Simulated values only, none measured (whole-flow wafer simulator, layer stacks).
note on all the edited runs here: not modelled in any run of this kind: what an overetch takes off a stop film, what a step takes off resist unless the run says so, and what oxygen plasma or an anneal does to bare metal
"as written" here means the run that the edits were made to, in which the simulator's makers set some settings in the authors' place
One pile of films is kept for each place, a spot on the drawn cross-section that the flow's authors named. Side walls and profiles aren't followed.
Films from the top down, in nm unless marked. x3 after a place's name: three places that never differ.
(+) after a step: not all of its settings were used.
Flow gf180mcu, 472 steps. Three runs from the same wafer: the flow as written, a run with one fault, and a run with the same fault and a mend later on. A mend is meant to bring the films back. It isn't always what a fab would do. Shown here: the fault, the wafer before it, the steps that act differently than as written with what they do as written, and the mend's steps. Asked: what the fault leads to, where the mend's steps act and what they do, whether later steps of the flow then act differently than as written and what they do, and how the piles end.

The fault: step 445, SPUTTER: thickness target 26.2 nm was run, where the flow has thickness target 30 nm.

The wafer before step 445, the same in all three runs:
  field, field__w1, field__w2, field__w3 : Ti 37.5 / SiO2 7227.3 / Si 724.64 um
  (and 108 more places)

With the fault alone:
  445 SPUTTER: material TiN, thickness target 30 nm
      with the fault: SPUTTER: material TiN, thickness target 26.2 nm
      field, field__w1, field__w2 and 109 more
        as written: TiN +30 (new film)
        with the fault: TiN +26.2 (new film)
  Later steps of the flow that act differently than as written (5 more steps differ only slightly, by at most 2% or 0.5 nm, whichever is larger, and aren't shown):
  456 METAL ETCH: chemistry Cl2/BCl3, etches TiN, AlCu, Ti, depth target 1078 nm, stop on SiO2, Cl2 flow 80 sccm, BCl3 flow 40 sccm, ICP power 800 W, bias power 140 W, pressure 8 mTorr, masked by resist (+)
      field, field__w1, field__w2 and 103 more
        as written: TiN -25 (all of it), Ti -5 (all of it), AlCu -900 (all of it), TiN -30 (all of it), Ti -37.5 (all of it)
        with the fault: TiN -25 (all of it), Ti -5 (all of it), AlCu -900 (all of it), TiN -26.2 (all of it), Ti -37.5 (all of it)
  At the end the piles differ from the flow's by more than 2% or 0.5 nm, whichever is larger, at field__w8, contact, m1, m1__w1, pad, m1_nw.
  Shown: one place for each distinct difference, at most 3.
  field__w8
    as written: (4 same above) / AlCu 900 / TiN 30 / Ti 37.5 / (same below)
    with the fault: (4 same above) / AlCu 900 / TiN 26.2 / Ti 37.5 / (same below)
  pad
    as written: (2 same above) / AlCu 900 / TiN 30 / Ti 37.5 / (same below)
    with the fault: (2 same above) / AlCu 900 / TiN 26.2 / Ti 37.5 / (same below)

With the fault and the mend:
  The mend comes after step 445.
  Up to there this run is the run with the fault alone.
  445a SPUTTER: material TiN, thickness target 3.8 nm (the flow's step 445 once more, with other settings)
      field, field__w1, field__w2 and 109 more
        TiN +3.8
  No later step of the flow acts differently than as written at any place that is followed.
  At the end the piles are the same as the flow's at every place that both follow.
